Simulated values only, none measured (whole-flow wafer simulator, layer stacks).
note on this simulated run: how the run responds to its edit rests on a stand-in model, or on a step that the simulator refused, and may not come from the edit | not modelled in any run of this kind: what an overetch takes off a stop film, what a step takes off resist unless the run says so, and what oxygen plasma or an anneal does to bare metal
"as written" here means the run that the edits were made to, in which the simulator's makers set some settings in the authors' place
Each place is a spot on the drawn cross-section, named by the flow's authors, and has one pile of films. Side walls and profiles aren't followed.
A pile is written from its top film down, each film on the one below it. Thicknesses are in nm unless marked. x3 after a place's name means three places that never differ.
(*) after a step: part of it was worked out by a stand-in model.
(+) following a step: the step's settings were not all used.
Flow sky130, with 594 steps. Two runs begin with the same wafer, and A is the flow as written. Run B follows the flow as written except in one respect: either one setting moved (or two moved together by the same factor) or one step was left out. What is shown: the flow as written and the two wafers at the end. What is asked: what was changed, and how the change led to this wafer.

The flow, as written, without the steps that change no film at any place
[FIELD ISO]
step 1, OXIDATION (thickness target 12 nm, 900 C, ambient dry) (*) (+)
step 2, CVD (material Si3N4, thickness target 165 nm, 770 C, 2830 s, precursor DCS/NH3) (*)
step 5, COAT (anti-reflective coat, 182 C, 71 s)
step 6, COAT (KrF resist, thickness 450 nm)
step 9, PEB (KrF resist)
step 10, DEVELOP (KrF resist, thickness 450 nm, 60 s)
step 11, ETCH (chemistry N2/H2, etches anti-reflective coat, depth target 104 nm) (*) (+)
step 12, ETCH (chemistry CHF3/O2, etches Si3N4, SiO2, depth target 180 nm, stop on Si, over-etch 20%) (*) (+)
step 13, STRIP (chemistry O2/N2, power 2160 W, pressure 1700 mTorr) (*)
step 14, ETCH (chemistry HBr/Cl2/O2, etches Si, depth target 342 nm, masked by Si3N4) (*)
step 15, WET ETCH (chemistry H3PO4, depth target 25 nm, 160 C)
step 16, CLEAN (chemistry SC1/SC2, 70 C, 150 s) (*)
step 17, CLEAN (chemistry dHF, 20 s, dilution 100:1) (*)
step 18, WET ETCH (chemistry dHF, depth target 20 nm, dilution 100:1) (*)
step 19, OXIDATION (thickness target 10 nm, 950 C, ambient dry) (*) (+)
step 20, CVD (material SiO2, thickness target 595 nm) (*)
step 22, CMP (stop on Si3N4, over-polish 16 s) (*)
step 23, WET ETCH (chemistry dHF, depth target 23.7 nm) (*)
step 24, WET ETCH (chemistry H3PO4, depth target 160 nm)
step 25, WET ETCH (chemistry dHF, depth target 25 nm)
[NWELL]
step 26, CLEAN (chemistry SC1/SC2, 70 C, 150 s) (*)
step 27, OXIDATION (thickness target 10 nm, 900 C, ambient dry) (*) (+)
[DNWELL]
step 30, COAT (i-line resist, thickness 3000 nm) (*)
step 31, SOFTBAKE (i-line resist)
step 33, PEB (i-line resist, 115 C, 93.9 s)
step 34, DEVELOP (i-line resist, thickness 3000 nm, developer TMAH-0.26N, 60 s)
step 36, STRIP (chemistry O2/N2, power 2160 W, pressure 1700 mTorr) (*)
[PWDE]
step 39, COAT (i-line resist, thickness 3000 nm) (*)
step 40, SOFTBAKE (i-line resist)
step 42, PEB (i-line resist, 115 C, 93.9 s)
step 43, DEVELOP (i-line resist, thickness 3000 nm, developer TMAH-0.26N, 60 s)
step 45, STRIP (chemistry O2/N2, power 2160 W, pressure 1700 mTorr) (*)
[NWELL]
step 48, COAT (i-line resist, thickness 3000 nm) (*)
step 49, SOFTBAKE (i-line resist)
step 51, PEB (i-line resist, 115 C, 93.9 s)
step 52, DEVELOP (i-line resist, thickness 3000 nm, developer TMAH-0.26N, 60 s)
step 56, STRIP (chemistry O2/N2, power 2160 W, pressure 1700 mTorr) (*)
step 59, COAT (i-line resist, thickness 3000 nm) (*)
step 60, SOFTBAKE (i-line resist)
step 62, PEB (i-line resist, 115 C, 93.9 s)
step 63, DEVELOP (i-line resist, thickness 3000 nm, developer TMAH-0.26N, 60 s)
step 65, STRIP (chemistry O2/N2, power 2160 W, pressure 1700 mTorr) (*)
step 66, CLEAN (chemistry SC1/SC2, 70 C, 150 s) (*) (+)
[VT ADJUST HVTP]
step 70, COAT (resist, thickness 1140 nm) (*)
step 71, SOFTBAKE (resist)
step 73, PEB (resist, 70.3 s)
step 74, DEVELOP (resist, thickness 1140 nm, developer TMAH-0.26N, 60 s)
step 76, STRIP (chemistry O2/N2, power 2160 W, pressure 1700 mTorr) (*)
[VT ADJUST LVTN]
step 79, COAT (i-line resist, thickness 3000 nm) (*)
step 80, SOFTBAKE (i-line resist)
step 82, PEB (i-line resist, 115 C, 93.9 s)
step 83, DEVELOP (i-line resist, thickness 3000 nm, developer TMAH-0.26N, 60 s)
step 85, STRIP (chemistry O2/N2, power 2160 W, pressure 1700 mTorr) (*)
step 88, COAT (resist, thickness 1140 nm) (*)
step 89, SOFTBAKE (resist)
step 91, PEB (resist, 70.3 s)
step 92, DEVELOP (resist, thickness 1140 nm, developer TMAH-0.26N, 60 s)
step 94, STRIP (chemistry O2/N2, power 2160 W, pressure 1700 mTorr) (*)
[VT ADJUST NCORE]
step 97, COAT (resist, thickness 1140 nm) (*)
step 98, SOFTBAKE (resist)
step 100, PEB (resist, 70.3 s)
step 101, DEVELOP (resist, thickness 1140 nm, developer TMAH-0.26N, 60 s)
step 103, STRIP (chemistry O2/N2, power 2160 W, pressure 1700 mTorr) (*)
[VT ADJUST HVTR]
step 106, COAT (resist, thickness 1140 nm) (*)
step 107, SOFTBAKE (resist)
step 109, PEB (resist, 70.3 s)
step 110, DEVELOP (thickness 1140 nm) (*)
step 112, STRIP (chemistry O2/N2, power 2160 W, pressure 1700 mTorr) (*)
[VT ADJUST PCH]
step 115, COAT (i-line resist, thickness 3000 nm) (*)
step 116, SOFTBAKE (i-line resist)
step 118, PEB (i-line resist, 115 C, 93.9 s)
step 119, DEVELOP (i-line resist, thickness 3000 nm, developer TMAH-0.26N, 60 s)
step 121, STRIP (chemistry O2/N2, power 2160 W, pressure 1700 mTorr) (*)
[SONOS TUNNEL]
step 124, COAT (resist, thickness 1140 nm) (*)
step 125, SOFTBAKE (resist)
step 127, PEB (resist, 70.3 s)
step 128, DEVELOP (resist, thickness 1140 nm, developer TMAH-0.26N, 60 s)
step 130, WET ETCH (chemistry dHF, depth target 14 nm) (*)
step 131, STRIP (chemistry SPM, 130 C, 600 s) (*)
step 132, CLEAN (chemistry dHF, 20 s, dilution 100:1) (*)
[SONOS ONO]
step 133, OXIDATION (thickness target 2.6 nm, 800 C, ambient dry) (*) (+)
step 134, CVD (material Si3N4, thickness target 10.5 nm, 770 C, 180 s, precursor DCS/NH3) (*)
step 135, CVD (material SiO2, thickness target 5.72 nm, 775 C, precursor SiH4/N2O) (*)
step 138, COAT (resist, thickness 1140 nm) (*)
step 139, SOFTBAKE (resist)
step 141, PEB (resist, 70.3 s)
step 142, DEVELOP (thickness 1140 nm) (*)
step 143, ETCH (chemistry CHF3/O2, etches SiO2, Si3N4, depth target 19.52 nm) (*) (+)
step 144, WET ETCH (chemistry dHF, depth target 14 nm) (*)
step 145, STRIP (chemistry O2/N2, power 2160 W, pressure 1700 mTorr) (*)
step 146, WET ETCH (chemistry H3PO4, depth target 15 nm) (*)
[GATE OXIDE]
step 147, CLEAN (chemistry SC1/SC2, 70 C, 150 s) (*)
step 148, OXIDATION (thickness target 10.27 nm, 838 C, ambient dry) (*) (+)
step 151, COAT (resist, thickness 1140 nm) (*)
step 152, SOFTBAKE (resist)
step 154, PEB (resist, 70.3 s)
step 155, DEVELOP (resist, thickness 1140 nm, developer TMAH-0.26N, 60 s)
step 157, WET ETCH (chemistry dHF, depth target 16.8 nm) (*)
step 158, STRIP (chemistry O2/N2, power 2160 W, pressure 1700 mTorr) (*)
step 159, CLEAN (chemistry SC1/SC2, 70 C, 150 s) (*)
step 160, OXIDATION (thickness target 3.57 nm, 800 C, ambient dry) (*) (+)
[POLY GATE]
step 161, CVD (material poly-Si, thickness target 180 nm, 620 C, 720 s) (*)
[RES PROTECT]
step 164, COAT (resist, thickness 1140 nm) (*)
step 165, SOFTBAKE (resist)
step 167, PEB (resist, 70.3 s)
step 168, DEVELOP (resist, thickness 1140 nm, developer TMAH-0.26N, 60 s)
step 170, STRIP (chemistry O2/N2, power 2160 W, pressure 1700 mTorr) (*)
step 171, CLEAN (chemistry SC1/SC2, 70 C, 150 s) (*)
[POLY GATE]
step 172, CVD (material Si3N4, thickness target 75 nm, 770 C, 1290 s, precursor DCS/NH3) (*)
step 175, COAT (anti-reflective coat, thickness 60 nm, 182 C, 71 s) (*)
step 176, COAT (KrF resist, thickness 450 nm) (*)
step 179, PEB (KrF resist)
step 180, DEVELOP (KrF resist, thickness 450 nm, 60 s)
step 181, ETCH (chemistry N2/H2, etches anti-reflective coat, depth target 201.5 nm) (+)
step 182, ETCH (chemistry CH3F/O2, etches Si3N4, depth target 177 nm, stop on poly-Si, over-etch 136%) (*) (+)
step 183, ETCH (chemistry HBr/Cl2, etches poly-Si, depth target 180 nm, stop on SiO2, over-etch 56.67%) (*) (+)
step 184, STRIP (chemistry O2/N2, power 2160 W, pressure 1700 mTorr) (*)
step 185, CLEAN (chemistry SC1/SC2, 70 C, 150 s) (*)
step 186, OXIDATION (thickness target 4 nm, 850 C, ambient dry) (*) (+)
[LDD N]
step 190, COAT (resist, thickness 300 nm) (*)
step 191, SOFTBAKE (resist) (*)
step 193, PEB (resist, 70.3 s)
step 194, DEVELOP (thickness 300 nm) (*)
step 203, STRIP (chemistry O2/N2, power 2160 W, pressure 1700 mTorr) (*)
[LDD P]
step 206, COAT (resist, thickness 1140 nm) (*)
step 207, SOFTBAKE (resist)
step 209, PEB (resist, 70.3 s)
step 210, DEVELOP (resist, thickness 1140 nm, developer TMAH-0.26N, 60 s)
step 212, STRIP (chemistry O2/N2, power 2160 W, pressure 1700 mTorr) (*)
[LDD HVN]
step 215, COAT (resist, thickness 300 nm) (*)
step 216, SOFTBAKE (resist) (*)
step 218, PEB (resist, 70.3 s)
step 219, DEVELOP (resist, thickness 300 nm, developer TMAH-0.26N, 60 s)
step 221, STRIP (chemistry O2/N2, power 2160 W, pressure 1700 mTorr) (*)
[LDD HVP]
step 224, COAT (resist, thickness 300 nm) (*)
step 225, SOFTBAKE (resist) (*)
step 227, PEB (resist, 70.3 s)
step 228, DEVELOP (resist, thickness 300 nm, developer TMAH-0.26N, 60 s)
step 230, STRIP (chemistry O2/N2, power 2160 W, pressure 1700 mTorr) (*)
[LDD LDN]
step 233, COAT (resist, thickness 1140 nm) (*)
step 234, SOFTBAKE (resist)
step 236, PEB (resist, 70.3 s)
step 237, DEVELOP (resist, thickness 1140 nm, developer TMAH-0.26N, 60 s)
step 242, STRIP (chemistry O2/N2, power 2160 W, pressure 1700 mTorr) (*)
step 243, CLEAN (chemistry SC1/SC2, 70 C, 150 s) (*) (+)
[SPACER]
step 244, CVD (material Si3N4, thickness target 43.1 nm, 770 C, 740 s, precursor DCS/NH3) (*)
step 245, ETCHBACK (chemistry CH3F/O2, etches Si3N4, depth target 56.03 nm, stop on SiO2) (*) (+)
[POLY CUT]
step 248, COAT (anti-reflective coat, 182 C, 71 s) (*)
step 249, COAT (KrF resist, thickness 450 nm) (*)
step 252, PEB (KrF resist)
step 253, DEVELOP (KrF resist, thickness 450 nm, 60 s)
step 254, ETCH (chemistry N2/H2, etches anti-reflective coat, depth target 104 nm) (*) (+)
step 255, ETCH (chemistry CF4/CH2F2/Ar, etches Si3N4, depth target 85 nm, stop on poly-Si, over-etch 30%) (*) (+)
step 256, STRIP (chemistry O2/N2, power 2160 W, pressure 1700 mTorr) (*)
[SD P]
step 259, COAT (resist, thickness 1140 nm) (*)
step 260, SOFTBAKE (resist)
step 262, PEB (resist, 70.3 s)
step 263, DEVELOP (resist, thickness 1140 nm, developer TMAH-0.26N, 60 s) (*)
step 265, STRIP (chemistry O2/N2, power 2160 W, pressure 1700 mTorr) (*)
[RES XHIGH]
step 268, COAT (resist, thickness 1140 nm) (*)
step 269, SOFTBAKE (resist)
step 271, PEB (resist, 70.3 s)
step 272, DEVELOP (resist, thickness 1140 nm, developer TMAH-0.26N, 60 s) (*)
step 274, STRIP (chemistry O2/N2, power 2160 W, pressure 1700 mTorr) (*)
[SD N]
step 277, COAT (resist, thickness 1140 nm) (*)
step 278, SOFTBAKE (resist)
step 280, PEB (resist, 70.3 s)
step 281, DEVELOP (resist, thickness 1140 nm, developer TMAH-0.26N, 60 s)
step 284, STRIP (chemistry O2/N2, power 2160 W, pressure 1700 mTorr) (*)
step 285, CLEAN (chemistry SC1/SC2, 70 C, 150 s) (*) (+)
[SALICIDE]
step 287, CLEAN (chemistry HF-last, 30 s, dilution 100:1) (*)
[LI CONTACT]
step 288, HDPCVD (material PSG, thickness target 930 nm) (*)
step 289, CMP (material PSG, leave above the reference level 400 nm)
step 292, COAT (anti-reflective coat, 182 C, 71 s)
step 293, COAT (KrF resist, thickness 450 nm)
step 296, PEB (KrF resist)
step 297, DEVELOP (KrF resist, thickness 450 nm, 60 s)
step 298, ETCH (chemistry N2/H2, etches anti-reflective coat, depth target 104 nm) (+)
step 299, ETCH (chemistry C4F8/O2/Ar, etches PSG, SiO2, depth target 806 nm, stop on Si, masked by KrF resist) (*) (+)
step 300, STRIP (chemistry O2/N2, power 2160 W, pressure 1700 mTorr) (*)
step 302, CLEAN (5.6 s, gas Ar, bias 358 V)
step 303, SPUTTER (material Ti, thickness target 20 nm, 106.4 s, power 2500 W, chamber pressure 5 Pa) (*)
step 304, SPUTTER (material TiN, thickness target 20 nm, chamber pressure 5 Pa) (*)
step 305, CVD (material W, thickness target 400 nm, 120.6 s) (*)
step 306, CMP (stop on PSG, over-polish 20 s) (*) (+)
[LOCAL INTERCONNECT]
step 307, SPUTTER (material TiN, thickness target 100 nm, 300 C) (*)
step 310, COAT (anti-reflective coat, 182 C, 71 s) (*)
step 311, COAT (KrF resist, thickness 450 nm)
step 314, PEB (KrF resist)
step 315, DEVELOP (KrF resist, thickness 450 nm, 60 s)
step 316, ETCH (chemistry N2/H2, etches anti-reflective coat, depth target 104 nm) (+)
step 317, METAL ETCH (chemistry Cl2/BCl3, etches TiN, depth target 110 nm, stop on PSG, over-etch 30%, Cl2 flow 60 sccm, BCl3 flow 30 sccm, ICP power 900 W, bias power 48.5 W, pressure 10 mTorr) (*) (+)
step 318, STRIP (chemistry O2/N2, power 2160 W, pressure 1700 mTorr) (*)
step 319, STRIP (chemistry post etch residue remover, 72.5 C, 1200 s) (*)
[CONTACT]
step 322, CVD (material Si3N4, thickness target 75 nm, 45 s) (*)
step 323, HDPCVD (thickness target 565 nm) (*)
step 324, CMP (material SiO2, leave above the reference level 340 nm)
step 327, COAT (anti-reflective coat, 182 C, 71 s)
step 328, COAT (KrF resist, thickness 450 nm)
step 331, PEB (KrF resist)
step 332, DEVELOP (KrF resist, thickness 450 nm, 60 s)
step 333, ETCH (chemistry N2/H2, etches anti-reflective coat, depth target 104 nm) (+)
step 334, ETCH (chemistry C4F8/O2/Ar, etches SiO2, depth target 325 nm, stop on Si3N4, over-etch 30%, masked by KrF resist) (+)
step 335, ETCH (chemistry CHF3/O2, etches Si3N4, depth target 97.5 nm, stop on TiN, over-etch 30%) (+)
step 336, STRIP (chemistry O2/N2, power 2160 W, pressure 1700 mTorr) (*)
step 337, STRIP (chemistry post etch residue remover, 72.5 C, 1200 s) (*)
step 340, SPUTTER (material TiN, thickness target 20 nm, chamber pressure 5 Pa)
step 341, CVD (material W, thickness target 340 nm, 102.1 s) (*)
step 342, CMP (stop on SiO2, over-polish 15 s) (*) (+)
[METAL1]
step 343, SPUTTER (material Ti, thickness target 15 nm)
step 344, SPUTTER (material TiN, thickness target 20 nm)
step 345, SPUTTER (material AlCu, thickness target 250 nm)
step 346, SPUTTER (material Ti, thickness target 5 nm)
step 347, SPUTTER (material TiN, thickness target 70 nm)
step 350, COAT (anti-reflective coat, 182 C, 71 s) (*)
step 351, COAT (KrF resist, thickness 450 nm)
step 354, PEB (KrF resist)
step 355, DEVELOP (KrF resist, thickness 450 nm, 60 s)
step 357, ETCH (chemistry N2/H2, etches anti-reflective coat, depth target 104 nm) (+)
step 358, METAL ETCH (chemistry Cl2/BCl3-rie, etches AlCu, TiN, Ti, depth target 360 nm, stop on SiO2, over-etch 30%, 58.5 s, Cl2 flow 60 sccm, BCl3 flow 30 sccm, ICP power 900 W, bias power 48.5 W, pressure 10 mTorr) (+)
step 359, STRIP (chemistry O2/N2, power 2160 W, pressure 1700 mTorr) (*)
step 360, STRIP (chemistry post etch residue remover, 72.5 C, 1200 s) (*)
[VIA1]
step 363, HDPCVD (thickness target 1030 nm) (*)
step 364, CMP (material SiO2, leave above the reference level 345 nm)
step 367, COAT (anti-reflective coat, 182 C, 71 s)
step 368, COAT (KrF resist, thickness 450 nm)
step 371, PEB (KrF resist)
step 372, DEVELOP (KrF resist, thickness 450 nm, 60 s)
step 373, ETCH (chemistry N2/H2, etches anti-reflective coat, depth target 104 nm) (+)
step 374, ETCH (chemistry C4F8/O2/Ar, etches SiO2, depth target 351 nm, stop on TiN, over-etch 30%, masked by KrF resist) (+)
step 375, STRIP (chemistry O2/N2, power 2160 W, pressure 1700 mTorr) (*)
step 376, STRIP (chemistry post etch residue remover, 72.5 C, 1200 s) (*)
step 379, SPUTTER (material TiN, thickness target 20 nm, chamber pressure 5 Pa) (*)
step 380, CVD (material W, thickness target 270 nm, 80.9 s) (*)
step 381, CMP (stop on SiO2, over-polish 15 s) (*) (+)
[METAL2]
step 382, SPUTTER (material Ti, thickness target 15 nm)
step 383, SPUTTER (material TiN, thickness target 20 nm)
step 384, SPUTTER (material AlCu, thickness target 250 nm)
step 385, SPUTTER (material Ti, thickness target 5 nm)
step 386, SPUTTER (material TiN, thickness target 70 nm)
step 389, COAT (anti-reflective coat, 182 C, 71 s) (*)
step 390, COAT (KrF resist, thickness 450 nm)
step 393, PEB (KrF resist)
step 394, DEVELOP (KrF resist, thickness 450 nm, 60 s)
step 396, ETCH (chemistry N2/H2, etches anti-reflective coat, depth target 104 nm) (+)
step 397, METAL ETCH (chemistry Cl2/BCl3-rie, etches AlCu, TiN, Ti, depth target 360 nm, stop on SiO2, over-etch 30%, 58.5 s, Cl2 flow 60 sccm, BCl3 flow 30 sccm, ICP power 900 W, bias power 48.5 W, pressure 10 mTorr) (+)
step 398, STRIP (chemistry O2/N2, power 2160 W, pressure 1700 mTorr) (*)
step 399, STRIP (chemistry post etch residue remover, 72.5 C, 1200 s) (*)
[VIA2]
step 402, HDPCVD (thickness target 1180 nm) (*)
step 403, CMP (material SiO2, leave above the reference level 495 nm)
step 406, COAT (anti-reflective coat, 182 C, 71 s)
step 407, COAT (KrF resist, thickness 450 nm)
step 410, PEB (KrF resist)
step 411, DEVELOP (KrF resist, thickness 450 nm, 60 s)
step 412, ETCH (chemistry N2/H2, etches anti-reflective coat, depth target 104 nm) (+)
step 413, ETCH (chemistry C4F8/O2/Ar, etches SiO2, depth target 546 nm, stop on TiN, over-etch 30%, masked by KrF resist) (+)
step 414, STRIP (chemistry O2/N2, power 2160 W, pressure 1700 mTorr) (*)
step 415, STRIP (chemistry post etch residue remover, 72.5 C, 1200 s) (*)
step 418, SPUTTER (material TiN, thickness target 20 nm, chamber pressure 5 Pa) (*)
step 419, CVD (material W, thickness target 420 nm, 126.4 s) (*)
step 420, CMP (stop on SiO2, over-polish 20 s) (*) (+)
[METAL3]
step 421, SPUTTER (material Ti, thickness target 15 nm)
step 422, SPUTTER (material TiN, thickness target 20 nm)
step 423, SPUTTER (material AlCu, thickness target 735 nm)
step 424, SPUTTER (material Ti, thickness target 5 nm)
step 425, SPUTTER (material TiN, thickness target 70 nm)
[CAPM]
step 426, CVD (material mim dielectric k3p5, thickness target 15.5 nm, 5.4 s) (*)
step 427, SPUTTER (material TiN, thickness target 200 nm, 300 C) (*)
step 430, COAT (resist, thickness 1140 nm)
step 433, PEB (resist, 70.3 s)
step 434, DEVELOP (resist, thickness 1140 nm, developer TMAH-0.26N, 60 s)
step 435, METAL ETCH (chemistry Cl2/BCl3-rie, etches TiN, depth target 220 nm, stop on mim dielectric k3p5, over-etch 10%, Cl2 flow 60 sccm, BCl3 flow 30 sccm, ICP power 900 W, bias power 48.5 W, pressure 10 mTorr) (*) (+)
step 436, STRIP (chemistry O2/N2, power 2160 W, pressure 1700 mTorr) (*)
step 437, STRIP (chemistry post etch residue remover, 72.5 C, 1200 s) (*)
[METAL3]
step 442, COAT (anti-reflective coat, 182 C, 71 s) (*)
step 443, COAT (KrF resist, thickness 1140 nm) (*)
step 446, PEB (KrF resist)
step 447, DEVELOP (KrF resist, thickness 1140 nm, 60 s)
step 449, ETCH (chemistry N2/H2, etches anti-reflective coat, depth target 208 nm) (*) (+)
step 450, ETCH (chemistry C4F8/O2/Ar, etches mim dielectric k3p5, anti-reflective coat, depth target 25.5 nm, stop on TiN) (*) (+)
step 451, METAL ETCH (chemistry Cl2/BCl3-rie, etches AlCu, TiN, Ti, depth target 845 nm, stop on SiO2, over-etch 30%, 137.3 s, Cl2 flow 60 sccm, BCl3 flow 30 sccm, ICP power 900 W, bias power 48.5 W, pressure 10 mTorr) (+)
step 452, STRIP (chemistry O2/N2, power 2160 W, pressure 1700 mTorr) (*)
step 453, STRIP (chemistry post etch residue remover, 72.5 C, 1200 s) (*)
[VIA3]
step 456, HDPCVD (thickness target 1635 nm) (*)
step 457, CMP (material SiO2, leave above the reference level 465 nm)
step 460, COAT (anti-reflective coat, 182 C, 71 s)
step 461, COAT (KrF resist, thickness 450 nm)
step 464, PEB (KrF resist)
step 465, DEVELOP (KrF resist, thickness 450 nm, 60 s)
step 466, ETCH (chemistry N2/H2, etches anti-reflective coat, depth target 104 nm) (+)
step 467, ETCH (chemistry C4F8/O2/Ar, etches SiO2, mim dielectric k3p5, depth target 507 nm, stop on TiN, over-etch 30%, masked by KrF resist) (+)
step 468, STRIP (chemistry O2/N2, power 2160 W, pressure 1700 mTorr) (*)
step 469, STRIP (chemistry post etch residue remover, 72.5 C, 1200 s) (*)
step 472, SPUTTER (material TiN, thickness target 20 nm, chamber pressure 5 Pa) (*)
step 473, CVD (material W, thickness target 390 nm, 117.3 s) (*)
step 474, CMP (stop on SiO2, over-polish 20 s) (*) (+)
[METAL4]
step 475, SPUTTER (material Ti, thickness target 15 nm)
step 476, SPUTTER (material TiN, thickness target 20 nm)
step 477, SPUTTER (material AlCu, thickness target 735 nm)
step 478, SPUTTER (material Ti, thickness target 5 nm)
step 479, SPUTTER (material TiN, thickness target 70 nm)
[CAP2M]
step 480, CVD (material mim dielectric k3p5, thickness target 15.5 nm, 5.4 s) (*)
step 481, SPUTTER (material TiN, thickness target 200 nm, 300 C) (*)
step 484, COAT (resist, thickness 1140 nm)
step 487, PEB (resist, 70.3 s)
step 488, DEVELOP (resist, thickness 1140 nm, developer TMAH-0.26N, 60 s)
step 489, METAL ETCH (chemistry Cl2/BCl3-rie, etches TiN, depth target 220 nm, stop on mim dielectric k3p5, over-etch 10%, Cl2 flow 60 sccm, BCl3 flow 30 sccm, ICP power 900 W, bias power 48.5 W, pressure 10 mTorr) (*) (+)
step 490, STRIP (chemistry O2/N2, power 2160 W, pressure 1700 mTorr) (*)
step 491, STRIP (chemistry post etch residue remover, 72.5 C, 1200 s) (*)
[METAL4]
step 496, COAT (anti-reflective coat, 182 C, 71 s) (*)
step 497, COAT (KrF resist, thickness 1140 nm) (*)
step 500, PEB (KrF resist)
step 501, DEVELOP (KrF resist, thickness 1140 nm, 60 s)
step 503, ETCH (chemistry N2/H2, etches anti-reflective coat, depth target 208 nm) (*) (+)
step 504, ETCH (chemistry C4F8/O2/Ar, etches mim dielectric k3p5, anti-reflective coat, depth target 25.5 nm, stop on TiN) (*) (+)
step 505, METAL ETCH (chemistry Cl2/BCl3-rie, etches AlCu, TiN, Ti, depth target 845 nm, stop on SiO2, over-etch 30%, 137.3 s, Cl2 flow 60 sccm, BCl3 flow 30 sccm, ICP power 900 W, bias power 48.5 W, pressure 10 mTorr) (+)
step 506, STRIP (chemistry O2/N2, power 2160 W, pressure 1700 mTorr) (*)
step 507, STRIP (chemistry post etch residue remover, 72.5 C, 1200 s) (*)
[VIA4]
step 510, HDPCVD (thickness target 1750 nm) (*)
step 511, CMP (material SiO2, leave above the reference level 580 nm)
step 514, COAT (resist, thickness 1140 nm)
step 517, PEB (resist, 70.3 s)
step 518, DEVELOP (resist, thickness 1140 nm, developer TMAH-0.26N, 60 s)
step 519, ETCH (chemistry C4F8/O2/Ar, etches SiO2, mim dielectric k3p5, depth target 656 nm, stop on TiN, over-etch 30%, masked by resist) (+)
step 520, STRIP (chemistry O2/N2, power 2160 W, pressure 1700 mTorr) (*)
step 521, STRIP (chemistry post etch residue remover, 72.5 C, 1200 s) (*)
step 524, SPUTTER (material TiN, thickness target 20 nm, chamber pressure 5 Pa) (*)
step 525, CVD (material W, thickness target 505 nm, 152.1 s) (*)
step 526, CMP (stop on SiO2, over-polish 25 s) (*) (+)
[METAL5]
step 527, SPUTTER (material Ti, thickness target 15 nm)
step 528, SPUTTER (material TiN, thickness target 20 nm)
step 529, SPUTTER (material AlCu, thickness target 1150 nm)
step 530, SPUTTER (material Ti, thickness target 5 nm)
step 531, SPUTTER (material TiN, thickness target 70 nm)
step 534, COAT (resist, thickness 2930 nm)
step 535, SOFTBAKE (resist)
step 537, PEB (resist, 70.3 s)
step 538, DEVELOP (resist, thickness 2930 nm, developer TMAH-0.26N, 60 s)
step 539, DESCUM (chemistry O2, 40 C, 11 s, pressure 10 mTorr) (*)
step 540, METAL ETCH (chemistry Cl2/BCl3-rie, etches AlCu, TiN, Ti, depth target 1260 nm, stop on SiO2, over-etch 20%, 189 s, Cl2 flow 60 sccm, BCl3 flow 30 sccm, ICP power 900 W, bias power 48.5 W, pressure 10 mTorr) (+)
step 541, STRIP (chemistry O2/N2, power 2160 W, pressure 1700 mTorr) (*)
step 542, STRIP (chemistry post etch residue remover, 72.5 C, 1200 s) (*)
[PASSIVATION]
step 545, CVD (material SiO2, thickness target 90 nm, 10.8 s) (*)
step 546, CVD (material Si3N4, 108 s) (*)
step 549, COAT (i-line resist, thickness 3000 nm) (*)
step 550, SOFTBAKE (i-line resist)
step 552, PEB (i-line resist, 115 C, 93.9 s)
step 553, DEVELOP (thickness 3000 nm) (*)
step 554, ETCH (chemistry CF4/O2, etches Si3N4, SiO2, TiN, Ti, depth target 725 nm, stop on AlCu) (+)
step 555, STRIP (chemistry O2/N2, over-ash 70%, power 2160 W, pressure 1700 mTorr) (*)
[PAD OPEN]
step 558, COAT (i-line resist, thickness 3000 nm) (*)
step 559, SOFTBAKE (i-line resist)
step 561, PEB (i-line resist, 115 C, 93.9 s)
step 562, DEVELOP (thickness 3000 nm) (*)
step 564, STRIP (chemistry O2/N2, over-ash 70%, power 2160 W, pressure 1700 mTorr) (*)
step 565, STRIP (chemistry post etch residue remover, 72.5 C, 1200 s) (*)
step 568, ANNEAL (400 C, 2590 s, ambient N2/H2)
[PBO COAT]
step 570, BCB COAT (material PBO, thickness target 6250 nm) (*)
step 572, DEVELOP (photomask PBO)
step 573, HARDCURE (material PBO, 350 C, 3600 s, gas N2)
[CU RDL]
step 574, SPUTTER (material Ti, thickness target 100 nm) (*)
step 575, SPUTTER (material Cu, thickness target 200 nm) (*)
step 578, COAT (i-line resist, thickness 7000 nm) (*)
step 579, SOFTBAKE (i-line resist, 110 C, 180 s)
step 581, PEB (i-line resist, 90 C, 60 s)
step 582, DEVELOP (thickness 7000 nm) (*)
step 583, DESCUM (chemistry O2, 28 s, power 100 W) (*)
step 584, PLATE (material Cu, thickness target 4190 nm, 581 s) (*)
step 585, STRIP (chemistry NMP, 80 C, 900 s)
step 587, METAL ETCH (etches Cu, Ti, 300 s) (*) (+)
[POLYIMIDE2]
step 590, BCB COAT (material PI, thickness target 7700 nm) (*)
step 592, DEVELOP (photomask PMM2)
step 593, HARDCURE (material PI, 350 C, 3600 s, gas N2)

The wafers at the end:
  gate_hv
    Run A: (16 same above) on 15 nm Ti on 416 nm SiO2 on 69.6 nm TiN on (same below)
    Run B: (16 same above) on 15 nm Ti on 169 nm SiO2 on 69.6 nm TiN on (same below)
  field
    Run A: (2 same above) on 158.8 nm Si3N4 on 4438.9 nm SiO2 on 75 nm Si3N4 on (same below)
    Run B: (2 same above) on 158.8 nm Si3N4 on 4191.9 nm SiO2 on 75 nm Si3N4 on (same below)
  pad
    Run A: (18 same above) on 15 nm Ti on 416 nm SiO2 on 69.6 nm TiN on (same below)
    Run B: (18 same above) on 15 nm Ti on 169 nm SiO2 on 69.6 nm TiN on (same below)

The reason: step 403, CMP: leave above the reference level 248 nm was run, while the flow as written has leave above the reference level 495 nm.

How this came from the change, step by step:
  step 403, CMP (material SiO2, leave above the reference level 495 nm)
      n_well, p_well, gate_hv and 101 more: A SiO2 loses 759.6 | B SiO2 loses 1006.6
      field, active, gate and 82 more: A SiO2 loses 389.1 | B SiO2 loses 636.1
      (also at 2 further places)
  step 413, ETCH (chemistry C4F8/O2/Ar, etches SiO2, depth target 546 nm, stop on TiN, over-etch 30%, masked by KrF resist) (+)
      field, active, n_well and 186 more: A KrF resist loses 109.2 | B KrF resist loses 45.1
      m1: A SiO2 loses 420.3 (all of it) | B SiO2 loses 173.3 (all of it)
      (also at 1 further place)
  step 414, STRIP (chemistry O2/N2, power 2160 W, pressure 1700 mTorr) (*)
      field, active, n_well and 186 more: A KrF resist loses 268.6 (all of it), anti-reflective coat loses 80 (all of it) | B KrF resist loses 332.8 (all of it), anti-reflective coat loses 80 (all of it)
  step 418, SPUTTER (material TiN, thickness target 20 nm, chamber pressure 5 Pa) (*)
      m1, via2_hole: A TiN gains 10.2 | B TiN gains 14.1
  step 419, CVD (material W, thickness target 420 nm, 126.4 s) (*)
      m1: A W gains 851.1 (new film) | B W gains 600.2 (new film)
      via2_hole: A W gains 850.7 (new film) | B W gains 599.8 (new film)
